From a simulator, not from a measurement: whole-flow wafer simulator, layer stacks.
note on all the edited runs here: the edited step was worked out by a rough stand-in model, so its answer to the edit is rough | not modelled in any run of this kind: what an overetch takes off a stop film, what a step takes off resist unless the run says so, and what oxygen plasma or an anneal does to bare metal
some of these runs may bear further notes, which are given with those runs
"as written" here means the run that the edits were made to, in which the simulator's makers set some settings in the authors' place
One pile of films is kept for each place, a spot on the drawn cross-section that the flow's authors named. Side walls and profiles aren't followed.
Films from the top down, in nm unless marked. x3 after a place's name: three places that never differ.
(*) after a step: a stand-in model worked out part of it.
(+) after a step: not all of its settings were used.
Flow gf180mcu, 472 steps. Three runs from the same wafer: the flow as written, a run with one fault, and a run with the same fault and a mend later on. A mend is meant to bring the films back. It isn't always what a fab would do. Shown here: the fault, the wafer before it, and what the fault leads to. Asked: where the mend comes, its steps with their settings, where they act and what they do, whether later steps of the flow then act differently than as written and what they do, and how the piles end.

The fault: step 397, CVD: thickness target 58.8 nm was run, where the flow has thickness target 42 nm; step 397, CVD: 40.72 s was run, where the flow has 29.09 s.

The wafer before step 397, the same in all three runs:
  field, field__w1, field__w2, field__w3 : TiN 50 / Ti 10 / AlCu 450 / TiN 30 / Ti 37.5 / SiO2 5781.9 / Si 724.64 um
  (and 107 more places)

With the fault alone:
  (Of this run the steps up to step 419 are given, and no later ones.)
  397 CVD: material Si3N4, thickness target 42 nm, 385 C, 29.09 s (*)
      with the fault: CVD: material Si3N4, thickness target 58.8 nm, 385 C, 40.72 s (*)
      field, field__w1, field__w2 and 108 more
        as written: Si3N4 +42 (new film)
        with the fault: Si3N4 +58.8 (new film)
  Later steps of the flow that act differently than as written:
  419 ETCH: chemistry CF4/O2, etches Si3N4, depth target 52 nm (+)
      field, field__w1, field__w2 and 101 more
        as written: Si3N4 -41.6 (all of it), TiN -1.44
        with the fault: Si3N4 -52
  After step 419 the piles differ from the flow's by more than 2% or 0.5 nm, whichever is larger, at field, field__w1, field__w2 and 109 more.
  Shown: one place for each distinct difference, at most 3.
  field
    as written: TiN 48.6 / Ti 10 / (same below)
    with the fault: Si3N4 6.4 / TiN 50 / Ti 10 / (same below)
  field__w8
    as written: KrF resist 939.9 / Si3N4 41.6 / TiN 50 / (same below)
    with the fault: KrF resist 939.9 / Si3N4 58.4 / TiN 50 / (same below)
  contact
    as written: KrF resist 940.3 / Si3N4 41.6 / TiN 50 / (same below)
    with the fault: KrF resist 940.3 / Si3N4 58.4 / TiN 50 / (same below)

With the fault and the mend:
  The mend comes after step 397.
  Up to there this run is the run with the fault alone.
  397a WET ETCH: chemistry H3PO4, depth target 16.8 nm, 160 C (the flow's step 14 once more, with other settings)
      field, field__w1, field__w2 and 108 more
        Si3N4 -16.8
  No later step of the flow acts differently than as written, at any place that is followed, by more than 2% or 0.5 nm, whichever is larger.
  At the end the piles differ from the flow's only slightly at the places that both follow, by at most 2% or 0.5 nm, whichever is larger.
